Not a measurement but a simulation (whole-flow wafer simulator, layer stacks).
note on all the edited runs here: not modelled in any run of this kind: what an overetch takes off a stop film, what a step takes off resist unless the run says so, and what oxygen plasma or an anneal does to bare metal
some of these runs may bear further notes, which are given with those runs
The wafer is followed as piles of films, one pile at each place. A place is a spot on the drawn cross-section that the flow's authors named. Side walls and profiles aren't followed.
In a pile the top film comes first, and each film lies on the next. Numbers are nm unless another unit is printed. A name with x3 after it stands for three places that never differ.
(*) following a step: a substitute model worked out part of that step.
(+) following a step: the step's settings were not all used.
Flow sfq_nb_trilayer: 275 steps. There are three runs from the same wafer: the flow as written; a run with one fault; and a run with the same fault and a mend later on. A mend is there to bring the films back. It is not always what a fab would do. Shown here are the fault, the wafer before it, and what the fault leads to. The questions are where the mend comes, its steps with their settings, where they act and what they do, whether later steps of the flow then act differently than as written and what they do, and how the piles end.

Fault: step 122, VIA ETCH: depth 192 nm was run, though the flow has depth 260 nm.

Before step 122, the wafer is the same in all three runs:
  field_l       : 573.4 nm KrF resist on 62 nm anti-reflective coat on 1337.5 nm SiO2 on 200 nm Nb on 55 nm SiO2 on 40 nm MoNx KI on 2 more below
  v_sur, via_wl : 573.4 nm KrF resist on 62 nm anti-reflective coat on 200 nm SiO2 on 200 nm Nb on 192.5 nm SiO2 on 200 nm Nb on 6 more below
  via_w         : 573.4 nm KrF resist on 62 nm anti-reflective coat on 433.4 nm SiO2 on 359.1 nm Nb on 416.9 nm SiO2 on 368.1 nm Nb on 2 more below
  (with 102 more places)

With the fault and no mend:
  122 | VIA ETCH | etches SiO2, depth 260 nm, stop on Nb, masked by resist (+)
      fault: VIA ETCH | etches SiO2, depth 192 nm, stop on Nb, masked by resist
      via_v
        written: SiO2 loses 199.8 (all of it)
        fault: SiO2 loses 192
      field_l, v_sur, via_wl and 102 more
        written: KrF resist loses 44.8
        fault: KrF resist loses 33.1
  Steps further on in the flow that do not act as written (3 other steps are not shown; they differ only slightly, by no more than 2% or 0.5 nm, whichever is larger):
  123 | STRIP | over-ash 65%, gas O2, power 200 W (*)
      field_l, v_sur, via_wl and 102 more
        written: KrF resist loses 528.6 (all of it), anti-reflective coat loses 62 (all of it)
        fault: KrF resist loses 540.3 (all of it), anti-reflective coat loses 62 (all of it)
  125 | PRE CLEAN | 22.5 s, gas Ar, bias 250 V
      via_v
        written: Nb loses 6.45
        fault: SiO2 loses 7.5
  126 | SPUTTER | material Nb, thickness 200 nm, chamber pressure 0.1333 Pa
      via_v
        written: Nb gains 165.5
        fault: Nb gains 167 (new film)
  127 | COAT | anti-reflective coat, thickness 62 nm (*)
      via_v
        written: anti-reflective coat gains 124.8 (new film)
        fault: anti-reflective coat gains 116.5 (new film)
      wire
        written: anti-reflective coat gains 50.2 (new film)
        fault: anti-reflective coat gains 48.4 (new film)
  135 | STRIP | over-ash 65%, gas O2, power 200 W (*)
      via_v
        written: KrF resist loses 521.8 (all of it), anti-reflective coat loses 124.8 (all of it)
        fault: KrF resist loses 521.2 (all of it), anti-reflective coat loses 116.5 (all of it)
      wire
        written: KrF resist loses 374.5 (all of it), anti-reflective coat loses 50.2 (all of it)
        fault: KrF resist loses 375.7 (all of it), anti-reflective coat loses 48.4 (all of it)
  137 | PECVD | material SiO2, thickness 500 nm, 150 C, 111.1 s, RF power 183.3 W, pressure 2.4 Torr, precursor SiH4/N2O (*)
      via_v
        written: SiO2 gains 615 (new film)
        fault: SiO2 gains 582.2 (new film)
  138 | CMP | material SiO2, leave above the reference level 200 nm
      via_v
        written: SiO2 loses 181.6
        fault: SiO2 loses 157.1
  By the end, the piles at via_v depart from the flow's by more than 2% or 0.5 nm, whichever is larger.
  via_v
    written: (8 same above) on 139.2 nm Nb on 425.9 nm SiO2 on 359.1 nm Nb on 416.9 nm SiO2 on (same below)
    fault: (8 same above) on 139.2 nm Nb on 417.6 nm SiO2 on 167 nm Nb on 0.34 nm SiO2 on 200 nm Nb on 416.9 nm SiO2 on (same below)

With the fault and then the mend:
  The mend stands after step 122.
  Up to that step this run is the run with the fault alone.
  122a | VIA ETCH | etches SiO2, depth 68 nm, stop on Nb, masked by resist (+) (the flow's step 122, run once more with other settings)
      field_l, v_sur, via_wl and 102 more
        KrF resist loses 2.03
      via_v
        SiO2 loses 7.84 (all of it)
  Later steps of the flow that are run all act as written at every place that is followed, up to a difference of at most 2% or 0.5 nm, whichever is larger.
  By the end, the piles equal the flow's at every place that both follow.
